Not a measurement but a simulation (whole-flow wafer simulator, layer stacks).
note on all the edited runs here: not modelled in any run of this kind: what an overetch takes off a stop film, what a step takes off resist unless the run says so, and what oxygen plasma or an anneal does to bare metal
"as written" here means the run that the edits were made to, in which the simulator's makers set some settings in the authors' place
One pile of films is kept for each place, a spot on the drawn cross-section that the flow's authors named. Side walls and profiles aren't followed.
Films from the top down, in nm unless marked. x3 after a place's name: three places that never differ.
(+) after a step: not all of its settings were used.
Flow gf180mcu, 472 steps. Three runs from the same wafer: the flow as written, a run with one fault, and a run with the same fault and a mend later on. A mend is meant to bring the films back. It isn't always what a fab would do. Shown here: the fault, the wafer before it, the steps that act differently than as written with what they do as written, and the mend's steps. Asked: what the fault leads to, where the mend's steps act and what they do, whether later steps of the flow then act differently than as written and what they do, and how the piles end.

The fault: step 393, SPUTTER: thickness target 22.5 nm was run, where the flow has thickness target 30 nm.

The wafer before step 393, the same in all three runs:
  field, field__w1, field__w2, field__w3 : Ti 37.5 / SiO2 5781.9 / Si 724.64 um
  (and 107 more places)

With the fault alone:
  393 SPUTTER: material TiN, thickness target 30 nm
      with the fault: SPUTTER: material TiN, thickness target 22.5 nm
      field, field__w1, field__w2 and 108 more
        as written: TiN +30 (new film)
        with the fault: TiN +22.5 (new film)
  Later steps of the flow that act differently than as written (1 more step differs only slightly, by at most 2% or 0.5 nm, whichever is larger, and isn't shown):
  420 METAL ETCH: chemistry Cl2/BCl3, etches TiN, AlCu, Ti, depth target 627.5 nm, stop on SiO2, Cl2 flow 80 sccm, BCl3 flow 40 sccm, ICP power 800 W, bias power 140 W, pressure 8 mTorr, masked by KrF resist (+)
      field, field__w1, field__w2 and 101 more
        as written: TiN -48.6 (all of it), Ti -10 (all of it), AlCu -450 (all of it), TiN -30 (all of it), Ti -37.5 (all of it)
        with the fault: TiN -48.6 (all of it), Ti -10 (all of it), AlCu -450 (all of it), TiN -22.5 (all of it), Ti -37.5 (all of it)
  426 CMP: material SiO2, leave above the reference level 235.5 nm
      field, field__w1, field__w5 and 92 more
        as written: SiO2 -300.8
        with the fault: SiO2 -308.3
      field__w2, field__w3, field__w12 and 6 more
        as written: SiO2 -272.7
        with the fault: SiO2 -280.5
  At the end the piles differ from the flow's by more than 2% or 0.5 nm, whichever is larger, at field__w4, field__w8, contact, m1, m1__w1, mim, mim_1p0, m1_nw.
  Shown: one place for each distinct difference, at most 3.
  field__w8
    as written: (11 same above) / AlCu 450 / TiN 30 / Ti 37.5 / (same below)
    with the fault: (11 same above) / AlCu 450 / TiN 22.5 / Ti 37.5 / (same below)
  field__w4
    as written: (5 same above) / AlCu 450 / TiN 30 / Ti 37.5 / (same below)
    with the fault: (5 same above) / AlCu 450 / TiN 22.5 / Ti 37.5 / (same below)
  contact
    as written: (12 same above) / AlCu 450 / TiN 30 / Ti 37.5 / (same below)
    with the fault: (12 same above) / AlCu 450 / TiN 22.5 / Ti 37.5 / (same below)

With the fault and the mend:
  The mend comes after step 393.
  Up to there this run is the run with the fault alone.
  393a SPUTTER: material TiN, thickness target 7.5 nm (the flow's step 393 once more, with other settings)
      field, field__w1, field__w2 and 108 more
        TiN +7.5
  No later step of the flow acts differently than as written at any place that is followed.
  At the end the piles are the same as the flow's at every place that both follow.
